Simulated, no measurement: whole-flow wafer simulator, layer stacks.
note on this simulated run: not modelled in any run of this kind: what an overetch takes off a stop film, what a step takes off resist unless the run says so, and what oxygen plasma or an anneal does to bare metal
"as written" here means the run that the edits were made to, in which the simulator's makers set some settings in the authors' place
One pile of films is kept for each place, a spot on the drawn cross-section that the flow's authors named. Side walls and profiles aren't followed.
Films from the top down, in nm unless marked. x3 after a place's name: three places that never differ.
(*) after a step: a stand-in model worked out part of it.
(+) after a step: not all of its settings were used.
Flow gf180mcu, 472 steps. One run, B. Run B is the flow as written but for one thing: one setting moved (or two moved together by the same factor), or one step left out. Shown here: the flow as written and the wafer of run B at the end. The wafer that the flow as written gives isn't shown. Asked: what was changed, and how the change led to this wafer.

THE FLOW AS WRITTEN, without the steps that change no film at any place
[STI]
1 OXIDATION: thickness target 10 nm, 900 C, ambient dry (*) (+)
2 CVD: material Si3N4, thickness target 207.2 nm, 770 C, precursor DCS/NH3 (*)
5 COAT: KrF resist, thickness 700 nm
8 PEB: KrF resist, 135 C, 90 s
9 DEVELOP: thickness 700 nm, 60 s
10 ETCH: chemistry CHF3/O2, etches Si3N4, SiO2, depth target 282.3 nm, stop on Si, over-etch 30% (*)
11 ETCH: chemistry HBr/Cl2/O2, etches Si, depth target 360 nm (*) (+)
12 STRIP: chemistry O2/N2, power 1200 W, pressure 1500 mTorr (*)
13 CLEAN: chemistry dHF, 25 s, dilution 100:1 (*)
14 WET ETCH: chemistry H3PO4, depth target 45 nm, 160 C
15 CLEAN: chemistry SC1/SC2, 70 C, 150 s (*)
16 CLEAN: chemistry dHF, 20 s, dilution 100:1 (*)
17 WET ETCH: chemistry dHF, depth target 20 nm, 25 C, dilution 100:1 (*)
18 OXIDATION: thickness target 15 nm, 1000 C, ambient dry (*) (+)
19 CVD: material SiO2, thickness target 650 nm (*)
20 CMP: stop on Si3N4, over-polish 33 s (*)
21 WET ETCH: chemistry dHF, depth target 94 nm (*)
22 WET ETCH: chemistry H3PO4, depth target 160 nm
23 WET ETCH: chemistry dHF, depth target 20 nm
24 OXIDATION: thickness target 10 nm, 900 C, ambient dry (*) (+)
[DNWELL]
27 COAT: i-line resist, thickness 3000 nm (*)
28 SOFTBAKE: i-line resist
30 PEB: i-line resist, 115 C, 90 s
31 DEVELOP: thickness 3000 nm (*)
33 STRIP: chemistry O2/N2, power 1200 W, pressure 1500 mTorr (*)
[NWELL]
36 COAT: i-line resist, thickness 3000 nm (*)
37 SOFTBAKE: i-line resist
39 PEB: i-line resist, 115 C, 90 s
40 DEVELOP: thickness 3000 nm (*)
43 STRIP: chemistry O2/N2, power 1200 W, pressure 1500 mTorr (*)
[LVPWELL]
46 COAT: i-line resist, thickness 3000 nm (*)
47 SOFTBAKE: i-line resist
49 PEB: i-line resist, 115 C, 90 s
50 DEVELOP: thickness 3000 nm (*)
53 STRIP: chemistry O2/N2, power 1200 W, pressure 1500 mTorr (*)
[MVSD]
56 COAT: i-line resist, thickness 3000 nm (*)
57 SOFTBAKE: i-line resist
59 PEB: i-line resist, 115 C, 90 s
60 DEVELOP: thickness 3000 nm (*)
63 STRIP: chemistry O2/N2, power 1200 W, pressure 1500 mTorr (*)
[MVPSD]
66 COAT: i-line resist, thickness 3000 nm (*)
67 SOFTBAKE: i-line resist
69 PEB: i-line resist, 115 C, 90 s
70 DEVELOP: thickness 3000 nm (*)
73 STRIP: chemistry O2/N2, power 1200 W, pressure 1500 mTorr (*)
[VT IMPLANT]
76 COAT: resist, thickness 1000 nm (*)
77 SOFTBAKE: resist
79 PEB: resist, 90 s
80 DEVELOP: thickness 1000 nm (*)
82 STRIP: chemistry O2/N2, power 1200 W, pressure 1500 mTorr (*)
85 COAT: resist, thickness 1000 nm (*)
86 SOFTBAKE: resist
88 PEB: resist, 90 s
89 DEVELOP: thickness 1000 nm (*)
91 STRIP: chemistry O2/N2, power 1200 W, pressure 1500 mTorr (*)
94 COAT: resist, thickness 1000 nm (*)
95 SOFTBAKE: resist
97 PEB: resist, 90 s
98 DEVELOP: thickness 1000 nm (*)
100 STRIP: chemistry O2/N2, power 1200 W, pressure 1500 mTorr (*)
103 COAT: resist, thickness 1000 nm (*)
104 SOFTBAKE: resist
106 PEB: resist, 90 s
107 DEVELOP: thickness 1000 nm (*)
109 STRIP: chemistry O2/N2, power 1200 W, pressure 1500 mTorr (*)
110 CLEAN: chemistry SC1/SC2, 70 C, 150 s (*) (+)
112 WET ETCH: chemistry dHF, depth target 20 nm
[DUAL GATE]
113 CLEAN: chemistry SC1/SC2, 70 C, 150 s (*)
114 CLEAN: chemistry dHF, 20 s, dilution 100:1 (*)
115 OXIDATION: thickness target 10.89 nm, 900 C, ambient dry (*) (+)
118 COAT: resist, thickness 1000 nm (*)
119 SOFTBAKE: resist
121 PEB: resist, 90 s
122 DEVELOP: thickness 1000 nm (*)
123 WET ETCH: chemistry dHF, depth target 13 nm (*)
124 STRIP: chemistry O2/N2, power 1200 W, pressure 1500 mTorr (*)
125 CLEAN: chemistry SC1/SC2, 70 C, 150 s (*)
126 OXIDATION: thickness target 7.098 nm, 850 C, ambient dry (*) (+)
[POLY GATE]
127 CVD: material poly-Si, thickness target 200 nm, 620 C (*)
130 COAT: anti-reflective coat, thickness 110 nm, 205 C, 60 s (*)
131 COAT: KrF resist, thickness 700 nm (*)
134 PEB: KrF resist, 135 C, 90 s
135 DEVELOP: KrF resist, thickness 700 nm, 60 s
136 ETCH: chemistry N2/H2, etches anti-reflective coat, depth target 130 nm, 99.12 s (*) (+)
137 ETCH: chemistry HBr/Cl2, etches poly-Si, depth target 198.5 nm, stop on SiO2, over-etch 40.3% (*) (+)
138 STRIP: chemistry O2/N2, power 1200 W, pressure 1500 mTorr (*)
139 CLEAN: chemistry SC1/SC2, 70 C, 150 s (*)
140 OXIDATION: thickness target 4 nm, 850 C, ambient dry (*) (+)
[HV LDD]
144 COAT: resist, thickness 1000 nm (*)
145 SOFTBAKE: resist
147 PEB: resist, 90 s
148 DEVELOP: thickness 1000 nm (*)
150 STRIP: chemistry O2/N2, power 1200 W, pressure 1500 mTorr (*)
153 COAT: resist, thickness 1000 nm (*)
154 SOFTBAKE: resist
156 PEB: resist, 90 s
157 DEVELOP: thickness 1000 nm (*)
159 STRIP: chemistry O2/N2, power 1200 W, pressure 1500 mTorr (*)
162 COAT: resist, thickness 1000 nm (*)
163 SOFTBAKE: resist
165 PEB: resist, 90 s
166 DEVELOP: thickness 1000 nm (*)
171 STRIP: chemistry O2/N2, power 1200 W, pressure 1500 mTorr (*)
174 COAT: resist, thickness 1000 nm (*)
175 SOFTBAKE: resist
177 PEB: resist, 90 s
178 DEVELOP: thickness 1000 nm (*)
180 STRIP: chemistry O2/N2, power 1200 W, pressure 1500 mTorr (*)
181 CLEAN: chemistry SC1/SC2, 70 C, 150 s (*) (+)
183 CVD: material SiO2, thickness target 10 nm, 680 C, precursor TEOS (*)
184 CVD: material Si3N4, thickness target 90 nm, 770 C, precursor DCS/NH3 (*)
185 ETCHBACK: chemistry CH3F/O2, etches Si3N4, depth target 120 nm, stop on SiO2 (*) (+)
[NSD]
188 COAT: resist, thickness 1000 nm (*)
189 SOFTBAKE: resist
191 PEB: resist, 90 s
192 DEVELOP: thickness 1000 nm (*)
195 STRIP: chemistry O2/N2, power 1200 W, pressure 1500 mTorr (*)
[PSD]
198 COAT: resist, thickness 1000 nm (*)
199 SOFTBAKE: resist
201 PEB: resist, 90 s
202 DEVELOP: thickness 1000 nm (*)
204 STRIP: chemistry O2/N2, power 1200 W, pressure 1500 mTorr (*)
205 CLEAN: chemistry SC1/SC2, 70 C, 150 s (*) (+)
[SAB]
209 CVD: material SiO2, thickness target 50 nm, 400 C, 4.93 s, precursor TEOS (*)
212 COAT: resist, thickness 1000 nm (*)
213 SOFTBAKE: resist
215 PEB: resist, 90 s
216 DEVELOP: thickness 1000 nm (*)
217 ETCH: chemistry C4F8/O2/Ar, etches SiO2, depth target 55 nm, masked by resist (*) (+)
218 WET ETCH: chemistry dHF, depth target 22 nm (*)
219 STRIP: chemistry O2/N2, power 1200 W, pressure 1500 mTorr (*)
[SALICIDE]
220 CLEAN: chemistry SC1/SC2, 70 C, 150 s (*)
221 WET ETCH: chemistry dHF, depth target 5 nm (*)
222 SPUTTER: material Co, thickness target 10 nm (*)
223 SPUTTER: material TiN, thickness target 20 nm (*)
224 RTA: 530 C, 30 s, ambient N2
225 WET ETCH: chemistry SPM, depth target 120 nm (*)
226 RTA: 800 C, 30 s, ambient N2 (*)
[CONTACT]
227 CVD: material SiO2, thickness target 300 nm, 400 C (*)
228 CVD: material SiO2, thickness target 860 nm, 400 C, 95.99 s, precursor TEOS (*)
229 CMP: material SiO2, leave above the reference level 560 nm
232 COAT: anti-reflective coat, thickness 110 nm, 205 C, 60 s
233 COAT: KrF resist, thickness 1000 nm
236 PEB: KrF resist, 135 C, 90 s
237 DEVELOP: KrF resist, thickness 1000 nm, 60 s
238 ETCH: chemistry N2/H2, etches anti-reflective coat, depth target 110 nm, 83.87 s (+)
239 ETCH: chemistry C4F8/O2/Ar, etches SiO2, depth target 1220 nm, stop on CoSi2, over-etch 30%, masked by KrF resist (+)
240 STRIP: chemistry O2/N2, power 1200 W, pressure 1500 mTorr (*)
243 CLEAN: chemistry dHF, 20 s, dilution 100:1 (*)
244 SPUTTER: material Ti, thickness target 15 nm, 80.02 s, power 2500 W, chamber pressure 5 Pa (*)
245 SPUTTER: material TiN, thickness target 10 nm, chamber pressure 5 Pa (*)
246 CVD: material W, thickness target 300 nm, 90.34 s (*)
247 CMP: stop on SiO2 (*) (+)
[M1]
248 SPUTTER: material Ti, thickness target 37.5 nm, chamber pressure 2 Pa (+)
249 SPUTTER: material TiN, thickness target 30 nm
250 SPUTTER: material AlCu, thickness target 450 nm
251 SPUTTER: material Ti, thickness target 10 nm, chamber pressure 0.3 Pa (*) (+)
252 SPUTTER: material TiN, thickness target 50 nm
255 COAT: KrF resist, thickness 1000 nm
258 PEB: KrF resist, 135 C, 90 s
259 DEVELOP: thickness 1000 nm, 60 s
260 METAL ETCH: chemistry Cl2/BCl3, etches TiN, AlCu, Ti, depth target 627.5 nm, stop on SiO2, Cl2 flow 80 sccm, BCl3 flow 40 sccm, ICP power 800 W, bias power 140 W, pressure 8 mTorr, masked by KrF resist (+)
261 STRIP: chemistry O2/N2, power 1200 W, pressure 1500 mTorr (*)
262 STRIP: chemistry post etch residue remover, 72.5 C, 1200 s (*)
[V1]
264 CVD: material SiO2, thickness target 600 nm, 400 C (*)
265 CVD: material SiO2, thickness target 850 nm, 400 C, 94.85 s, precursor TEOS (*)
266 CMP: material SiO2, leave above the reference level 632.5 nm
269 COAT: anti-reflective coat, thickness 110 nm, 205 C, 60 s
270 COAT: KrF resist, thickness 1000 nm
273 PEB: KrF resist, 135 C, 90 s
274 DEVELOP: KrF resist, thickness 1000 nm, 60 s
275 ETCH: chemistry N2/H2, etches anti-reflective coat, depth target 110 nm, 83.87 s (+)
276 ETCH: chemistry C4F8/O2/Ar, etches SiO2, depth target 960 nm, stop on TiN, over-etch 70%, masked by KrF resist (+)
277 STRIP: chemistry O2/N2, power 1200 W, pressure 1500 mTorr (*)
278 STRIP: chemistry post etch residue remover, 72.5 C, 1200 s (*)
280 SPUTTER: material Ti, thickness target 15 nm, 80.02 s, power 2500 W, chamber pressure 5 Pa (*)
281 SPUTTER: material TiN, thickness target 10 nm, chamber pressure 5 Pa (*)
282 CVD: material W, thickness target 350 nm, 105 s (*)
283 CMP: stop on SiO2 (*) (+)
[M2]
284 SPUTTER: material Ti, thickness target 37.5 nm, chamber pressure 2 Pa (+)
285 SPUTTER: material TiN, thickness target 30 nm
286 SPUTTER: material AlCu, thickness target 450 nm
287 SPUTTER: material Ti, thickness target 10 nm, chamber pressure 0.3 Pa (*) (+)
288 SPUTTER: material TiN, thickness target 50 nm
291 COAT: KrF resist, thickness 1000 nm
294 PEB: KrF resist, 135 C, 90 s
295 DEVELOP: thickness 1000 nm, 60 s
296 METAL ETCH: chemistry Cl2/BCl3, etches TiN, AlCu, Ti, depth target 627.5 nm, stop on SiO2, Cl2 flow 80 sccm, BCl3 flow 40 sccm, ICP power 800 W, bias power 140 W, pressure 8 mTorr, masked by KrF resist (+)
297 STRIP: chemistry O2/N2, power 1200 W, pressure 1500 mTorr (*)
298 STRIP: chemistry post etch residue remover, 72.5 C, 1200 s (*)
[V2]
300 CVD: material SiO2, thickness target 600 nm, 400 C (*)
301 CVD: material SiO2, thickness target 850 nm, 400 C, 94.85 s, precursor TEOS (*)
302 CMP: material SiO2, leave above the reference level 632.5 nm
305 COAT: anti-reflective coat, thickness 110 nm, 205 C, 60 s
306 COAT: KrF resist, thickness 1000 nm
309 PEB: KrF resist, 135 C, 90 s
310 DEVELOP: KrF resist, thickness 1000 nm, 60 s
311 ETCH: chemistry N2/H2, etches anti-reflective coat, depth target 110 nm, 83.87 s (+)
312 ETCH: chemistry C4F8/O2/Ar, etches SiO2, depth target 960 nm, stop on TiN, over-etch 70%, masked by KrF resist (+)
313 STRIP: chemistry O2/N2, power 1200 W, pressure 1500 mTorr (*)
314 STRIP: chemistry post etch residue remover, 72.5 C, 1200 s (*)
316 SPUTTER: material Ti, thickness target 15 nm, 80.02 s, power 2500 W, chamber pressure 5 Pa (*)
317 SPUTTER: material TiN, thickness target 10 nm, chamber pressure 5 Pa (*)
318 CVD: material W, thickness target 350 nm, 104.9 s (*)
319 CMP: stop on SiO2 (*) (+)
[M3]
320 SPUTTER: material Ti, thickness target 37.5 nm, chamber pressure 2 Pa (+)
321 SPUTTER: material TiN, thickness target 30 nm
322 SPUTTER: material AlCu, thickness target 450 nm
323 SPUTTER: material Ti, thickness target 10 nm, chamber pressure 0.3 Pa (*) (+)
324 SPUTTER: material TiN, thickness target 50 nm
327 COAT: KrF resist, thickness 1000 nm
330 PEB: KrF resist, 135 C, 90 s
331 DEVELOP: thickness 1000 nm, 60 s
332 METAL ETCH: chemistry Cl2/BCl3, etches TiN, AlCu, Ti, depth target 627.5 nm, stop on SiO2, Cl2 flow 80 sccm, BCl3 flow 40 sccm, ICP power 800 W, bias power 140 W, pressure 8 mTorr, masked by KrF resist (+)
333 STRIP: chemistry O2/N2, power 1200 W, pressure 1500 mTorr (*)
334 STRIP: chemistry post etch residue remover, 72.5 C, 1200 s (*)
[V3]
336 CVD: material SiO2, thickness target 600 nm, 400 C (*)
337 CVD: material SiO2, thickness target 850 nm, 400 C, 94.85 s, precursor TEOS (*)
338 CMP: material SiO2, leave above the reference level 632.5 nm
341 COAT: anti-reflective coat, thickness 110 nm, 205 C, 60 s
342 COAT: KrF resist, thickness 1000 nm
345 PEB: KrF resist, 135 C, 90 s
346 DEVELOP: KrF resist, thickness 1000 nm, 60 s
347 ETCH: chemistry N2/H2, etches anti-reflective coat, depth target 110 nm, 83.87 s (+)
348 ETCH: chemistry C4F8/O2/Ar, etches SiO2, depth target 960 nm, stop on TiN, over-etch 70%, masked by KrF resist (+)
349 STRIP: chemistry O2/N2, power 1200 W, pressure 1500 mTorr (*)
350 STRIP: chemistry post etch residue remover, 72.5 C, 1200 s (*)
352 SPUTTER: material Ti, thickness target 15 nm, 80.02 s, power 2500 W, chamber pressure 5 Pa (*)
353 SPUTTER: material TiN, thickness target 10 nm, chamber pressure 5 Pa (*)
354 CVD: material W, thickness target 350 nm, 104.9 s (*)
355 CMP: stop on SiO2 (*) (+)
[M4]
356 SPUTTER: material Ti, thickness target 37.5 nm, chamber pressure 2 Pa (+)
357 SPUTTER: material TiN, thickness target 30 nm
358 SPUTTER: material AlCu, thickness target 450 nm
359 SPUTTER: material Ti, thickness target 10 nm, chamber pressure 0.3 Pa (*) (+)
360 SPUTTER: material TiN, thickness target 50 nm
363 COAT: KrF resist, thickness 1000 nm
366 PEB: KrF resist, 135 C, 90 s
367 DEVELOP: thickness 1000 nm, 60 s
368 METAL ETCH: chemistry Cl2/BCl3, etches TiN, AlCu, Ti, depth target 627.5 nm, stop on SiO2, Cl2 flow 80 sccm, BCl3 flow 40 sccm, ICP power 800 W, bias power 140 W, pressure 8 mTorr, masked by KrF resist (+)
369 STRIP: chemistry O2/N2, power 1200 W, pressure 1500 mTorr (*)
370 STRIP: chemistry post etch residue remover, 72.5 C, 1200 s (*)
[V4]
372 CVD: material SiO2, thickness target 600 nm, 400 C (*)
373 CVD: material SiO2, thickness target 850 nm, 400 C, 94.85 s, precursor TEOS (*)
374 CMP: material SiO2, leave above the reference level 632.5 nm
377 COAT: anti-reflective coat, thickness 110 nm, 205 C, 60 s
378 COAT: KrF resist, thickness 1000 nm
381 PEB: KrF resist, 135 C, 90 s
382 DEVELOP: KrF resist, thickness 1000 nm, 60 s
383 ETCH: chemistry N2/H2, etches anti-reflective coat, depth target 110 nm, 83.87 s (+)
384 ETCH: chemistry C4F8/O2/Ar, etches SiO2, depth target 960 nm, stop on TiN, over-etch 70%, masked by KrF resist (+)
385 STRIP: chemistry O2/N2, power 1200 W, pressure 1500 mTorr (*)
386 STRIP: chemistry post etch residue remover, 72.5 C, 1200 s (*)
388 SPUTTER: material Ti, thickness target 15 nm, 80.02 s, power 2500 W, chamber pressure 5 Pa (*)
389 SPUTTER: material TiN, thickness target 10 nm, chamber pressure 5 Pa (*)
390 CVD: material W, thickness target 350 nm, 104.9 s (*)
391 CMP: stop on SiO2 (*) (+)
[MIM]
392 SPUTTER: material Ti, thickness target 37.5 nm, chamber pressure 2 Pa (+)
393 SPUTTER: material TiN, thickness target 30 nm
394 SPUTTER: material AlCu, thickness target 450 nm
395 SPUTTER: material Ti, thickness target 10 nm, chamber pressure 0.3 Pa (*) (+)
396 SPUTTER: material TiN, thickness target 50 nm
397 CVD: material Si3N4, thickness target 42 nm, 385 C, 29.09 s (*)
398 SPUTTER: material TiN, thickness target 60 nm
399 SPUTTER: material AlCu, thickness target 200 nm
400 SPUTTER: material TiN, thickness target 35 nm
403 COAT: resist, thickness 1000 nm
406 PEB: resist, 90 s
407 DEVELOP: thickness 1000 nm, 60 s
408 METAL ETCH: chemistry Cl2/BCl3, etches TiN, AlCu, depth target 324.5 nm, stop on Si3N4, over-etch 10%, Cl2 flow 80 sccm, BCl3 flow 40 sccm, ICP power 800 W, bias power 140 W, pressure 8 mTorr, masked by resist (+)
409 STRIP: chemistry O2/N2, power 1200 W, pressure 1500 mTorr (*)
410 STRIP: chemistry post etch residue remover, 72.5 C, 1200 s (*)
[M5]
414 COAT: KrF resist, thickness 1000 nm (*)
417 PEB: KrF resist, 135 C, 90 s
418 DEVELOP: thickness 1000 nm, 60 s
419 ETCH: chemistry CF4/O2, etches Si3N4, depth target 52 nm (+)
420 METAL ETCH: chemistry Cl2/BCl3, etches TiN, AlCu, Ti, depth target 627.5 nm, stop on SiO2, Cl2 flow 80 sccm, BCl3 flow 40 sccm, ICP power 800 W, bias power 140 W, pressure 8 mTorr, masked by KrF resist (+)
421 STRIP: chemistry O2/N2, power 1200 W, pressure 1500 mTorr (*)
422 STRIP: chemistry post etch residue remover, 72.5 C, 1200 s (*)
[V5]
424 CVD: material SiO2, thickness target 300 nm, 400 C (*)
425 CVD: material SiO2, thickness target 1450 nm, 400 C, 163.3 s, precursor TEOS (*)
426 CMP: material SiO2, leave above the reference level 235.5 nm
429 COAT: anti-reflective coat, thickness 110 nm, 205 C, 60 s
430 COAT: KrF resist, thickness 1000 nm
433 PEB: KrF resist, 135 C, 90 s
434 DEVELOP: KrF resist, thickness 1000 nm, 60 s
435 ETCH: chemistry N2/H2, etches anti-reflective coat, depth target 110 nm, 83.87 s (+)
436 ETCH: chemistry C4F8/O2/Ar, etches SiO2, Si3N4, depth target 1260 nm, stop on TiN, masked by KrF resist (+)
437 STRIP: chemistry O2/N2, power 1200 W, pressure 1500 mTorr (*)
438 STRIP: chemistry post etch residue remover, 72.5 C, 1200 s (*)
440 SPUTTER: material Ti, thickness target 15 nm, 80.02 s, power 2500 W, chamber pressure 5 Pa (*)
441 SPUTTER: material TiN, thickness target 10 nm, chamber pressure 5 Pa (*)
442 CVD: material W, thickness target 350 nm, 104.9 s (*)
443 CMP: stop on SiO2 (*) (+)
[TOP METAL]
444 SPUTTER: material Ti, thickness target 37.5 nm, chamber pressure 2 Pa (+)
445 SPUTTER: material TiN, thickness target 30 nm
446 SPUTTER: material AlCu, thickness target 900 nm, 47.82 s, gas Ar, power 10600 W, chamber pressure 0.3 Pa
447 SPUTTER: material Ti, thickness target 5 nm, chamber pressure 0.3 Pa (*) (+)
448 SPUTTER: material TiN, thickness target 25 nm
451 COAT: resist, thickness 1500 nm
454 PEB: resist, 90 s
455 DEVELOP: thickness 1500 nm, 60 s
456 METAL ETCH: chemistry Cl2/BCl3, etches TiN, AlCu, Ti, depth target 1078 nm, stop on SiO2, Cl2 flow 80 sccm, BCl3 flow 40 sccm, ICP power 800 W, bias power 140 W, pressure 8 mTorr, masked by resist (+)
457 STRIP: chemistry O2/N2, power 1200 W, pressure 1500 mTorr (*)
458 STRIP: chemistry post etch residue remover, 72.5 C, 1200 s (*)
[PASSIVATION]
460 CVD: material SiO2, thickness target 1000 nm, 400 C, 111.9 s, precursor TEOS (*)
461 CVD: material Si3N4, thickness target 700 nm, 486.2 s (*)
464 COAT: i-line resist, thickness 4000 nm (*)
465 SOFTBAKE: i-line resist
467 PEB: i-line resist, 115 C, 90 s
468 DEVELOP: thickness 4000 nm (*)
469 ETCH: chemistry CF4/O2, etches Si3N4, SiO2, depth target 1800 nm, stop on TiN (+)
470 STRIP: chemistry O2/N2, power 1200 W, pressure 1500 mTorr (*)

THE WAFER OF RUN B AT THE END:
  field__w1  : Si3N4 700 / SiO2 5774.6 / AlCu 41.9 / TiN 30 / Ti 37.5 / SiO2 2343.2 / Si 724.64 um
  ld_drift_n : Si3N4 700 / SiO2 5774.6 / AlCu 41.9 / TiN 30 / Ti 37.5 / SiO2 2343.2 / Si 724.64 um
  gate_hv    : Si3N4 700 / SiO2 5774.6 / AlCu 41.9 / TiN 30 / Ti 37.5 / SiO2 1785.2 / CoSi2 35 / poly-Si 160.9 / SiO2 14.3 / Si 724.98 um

The cause: step 296, METAL ETCH: depth target 462.4 nm was run, where the flow has depth target 627.5 nm.

How the change led to this, step by step:
  296 METAL ETCH: chemistry Cl2/BCl3, etches TiN, AlCu, Ti, depth target 627.5 nm, stop on SiO2, Cl2 flow 80 sccm, BCl3 flow 40 sccm, ICP power 800 W, bias power 140 W, pressure 8 mTorr, masked by KrF resist (+)
      field, field__w1, field__w2 and 103 more: TiN -50 (all of it), Ti -10 (all of it), AlCu -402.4 (as written it would be: TiN -50 (all of it), Ti -10 (all of it), AlCu -450 (all of it), TiN -30 (all of it), Ti -37.5 (all of it))
      field__w8, contact, m1, m1__w1, m1_nw: KrF resist -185 (as written it would be: KrF resist -251)
  297 STRIP: chemistry O2/N2, power 1200 W, pressure 1500 mTorr (*)
      field__w8, contact, m1, m1__w1, m1_nw: KrF resist -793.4 (all of it) (as written it would be: KrF resist -727.4 (all of it))
  298 STRIP: chemistry post etch residue remover, 72.5 C, 1200 s (*)
      field, field__w1, field__w2 and 103 more: AlCu -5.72 (as written it would be: nothing)
  300 CVD: material SiO2, thickness target 600 nm, 400 C (*)
      field, field__w1, field__w2 and 103 more: SiO2 +600 (new film) (as written it would be: SiO2 +600)
  302 CMP: material SiO2, leave above the reference level 632.5 nm
      field, field__w1, field__w2 and 103 more: SiO2 -409.4 (as written it would be: SiO2 -300)
Counting metal films that touch as one body, field__w1 has 1 body; the flow as written gives 0 bodies.
Counting metal films that touch as one body, ld_drift_n has 1 body; the flow as written gives 0 bodies.
Counting metal films that touch as one body, gate_hv has 2 bodies (between them, from the top down: SiO2 1785.2); the flow as written gives 1 body.
